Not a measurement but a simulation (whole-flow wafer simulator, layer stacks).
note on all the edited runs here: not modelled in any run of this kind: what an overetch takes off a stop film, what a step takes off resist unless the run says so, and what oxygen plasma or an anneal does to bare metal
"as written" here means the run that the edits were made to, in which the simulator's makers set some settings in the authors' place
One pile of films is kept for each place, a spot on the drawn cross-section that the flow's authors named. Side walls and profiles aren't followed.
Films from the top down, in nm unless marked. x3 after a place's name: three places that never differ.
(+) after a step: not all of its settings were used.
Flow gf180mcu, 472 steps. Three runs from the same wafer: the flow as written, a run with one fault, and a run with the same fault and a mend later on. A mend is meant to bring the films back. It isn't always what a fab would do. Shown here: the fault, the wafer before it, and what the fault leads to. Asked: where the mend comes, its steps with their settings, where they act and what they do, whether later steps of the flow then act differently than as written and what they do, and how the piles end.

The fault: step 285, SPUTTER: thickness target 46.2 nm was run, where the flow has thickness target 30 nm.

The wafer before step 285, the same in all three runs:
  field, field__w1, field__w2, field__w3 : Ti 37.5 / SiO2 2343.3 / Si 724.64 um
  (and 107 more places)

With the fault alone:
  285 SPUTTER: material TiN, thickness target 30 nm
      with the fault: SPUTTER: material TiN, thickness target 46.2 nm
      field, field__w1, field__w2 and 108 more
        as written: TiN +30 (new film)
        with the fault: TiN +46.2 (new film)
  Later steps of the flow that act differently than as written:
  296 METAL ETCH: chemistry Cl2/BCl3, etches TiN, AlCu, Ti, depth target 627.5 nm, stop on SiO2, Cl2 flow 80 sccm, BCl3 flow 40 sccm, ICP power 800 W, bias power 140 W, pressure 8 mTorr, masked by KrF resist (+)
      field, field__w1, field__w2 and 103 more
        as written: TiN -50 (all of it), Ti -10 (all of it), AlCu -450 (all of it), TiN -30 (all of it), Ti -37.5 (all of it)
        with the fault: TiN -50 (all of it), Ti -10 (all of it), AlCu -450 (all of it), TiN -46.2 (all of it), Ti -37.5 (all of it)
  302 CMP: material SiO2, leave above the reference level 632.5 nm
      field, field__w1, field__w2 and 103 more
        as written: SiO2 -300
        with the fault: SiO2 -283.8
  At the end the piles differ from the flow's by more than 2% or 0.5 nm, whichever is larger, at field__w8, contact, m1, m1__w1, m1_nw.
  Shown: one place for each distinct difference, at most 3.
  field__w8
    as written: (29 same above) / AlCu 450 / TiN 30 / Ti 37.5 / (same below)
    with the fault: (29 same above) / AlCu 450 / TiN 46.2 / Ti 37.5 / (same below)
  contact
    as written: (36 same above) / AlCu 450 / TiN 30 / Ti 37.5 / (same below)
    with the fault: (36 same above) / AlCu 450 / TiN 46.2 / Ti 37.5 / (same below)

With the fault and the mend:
  The mend comes after step 285.
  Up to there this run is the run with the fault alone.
  285a METAL ETCH: chemistry Cl2/BCl3, etches TiN, AlCu, Ti, depth target 16.2 nm, Cl2 flow 80 sccm, BCl3 flow 40 sccm, ICP power 800 W, bias power 140 W, pressure 8 mTorr (the flow's step 260 once more, with other settings)
      field, field__w1, field__w2 and 108 more
        TiN -16.2
  No later step of the flow acts differently than as written at any place that is followed.
  At the end the piles are the same as the flow's at every place that both follow.
